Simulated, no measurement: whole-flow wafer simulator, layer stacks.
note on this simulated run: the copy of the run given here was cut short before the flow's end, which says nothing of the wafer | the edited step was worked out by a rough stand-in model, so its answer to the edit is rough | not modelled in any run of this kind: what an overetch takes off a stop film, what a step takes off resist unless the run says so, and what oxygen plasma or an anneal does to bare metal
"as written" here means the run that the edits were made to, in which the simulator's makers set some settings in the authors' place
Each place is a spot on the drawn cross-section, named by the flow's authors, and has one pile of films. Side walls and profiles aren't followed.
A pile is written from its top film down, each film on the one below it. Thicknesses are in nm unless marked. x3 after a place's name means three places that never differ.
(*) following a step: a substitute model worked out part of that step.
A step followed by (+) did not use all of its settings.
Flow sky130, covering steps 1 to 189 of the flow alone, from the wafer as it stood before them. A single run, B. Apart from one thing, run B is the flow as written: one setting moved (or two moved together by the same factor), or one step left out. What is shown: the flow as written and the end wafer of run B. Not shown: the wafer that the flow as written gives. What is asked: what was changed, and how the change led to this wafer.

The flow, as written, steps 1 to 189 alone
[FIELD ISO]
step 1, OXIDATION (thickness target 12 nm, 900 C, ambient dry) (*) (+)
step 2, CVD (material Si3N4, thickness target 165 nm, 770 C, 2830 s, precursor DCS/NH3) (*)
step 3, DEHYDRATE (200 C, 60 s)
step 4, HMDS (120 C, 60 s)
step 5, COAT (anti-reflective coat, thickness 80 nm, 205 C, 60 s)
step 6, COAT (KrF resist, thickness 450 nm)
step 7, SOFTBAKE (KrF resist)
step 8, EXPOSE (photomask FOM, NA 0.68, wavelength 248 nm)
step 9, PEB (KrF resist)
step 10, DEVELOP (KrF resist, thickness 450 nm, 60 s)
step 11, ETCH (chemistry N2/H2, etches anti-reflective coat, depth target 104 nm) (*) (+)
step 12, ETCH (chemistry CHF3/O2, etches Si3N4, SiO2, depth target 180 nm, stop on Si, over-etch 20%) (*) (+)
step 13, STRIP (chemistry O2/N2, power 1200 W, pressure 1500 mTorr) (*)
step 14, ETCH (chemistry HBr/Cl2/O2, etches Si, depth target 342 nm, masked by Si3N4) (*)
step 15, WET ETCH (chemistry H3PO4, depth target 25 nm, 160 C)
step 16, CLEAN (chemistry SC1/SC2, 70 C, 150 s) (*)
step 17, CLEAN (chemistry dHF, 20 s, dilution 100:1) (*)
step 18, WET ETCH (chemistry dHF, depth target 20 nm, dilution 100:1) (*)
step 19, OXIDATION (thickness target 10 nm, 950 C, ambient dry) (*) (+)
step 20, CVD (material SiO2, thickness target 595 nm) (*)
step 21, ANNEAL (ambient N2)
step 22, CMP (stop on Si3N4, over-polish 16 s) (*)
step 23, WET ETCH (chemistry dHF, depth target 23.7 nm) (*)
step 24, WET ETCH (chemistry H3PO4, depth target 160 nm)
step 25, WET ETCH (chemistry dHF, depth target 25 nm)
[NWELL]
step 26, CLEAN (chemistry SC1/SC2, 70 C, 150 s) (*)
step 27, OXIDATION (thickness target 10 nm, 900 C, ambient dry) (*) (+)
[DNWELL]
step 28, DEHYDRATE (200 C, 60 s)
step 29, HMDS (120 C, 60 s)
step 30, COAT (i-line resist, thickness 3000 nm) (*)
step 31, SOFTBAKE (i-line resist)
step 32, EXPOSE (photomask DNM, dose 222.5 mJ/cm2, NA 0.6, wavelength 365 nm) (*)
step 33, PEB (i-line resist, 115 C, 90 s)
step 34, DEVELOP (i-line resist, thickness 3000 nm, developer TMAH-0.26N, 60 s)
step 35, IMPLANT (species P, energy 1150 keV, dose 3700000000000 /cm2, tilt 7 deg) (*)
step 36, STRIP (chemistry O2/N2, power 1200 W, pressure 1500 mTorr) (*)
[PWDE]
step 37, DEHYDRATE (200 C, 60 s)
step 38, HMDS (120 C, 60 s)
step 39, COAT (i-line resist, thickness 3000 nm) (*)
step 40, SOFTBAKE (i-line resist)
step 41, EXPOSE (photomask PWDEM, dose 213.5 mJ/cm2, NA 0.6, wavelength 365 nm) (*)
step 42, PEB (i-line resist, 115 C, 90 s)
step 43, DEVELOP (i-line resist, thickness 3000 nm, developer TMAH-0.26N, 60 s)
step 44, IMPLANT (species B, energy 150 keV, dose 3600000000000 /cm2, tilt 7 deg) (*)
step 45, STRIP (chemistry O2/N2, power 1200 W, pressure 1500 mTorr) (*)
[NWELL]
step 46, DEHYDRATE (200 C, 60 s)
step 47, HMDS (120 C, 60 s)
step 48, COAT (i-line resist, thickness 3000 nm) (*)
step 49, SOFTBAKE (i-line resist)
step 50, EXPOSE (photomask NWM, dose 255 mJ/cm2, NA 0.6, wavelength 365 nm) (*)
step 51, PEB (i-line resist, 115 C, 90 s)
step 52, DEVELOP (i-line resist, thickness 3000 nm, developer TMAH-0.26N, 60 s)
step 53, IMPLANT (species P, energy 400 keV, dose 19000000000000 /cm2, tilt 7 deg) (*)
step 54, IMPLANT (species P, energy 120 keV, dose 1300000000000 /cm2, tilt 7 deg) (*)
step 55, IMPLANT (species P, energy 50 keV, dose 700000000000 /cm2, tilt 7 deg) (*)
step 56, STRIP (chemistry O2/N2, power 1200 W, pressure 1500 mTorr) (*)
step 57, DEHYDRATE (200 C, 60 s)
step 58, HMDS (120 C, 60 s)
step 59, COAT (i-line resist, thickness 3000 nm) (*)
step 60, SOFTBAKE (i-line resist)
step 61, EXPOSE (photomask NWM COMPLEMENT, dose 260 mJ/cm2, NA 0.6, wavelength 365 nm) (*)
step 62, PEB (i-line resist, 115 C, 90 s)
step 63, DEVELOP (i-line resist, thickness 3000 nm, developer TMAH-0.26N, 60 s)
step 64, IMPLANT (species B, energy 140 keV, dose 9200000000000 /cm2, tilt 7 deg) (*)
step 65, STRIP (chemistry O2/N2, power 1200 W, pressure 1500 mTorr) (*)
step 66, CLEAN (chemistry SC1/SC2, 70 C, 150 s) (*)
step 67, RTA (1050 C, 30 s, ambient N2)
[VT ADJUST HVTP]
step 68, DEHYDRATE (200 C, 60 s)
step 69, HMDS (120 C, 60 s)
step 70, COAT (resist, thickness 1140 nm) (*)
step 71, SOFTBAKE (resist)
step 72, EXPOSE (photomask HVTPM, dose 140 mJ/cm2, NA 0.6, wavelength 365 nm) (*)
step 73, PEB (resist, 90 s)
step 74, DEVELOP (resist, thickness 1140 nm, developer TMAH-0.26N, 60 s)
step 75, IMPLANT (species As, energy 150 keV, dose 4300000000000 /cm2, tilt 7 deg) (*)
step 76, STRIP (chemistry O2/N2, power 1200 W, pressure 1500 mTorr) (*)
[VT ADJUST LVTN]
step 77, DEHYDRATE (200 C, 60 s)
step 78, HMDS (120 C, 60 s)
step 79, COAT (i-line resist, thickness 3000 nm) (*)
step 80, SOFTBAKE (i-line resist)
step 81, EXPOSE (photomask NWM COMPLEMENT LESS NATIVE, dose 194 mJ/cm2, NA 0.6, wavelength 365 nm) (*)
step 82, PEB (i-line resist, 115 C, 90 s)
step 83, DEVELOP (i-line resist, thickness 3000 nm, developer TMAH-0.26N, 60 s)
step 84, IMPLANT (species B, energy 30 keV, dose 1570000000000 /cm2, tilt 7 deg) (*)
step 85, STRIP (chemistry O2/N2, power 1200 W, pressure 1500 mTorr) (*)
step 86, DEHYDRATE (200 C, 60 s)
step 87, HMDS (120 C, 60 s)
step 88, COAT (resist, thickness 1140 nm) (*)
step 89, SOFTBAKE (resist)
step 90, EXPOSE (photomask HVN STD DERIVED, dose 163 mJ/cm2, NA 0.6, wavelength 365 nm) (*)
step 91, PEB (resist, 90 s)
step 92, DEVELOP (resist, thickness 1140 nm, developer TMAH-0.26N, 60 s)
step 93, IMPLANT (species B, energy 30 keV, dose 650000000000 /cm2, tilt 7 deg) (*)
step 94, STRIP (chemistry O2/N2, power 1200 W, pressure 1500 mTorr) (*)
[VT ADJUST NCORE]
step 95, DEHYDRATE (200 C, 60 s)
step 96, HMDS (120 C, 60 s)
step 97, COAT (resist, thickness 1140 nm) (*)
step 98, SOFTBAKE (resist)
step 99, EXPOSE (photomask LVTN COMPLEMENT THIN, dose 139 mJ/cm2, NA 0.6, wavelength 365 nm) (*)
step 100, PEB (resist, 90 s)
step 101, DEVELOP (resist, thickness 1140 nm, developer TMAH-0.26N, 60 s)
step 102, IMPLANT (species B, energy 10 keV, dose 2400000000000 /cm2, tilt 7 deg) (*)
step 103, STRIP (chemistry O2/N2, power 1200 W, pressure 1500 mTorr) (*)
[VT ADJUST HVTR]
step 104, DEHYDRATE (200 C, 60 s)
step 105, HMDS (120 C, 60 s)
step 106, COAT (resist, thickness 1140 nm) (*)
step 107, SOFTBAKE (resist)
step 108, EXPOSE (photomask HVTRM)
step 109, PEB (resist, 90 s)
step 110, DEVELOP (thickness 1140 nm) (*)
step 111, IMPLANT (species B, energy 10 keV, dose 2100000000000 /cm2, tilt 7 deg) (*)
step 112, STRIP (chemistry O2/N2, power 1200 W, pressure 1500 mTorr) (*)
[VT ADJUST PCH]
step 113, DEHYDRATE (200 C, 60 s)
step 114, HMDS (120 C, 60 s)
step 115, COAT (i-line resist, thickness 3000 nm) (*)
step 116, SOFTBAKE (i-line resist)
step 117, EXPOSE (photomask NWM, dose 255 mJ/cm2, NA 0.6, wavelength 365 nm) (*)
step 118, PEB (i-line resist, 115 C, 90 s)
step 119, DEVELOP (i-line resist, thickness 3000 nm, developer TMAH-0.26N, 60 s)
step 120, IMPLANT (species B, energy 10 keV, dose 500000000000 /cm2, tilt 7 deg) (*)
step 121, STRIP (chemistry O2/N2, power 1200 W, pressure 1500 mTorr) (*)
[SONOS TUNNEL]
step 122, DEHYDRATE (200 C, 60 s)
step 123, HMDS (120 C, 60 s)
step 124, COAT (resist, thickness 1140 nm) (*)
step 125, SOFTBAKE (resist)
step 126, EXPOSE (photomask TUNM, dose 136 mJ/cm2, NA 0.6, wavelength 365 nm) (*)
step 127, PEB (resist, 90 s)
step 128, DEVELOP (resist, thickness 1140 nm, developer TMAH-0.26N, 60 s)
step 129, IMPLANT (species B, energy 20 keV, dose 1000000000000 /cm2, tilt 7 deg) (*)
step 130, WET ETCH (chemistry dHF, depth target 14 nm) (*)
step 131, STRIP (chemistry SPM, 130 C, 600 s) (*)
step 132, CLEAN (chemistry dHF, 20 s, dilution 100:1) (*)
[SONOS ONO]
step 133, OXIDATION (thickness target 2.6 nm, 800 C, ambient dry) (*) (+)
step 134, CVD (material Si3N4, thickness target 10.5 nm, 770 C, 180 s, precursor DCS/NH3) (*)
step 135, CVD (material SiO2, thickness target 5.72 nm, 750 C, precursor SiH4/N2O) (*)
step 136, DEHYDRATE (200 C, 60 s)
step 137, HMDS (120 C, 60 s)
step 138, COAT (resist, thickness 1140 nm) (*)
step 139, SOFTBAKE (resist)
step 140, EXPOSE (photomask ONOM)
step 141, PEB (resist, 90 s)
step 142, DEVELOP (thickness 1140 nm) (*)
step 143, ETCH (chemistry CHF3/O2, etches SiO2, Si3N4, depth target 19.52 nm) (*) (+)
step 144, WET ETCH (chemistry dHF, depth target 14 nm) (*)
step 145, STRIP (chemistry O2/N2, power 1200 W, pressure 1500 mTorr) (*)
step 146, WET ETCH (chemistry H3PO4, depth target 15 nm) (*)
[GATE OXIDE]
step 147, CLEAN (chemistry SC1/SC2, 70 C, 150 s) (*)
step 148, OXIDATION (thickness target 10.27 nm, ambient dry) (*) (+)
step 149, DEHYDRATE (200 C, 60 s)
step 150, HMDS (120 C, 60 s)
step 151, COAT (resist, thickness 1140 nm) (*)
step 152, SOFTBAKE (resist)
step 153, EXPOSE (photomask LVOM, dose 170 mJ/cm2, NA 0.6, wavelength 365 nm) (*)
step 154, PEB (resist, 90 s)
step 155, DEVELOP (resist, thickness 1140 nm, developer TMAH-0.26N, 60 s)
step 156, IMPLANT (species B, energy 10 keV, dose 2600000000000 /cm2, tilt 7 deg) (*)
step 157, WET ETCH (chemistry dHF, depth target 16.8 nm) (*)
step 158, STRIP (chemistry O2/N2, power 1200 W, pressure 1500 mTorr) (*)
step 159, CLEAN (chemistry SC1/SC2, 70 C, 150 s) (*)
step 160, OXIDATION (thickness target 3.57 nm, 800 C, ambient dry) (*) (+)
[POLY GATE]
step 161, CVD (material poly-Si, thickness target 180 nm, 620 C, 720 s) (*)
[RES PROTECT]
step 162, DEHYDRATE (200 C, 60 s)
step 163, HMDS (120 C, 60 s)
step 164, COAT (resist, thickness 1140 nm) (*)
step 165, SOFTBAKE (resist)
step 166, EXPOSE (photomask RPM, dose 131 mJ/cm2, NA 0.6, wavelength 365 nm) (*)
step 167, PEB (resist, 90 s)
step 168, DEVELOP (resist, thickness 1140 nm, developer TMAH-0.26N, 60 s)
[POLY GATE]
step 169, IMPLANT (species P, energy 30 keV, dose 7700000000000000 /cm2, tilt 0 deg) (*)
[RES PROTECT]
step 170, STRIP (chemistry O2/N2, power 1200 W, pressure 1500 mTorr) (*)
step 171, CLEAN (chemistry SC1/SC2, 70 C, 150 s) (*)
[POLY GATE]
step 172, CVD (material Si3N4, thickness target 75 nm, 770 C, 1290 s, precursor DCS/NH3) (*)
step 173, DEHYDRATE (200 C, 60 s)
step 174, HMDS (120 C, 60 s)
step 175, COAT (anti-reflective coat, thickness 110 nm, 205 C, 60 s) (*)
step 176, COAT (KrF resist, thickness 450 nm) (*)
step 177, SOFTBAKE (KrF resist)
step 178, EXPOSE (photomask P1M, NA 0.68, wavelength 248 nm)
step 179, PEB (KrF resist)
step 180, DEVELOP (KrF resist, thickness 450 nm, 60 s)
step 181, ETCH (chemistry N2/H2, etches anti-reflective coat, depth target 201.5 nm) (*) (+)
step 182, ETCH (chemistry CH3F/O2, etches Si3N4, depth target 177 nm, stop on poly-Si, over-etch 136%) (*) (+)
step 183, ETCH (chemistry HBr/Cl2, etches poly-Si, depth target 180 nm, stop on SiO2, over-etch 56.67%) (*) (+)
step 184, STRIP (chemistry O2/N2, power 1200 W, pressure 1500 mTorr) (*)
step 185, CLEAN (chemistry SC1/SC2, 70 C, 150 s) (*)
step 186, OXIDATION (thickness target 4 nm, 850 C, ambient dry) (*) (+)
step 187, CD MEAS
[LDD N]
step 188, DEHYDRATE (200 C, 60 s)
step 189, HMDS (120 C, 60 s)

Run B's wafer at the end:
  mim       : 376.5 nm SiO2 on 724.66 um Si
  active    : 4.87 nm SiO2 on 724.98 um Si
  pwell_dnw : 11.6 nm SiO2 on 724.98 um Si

What caused this: step 186, OXIDATION: 873 C was run, while the flow as written has 850 C.

Step by step, how the change led to this:
  step 186, OXIDATION (thickness target 4 nm, 850 C, ambient dry) (*) (+)
      active, p_well x4, spacer and 23 more: +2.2 SiO2, -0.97 Si (it would be, as written: +1.55 SiO2, -0.68 Si)
      ndiff_dn: +2.18 SiO2, -0.96 Si (it would be, as written: +1.52 SiO2, -0.67 Si)
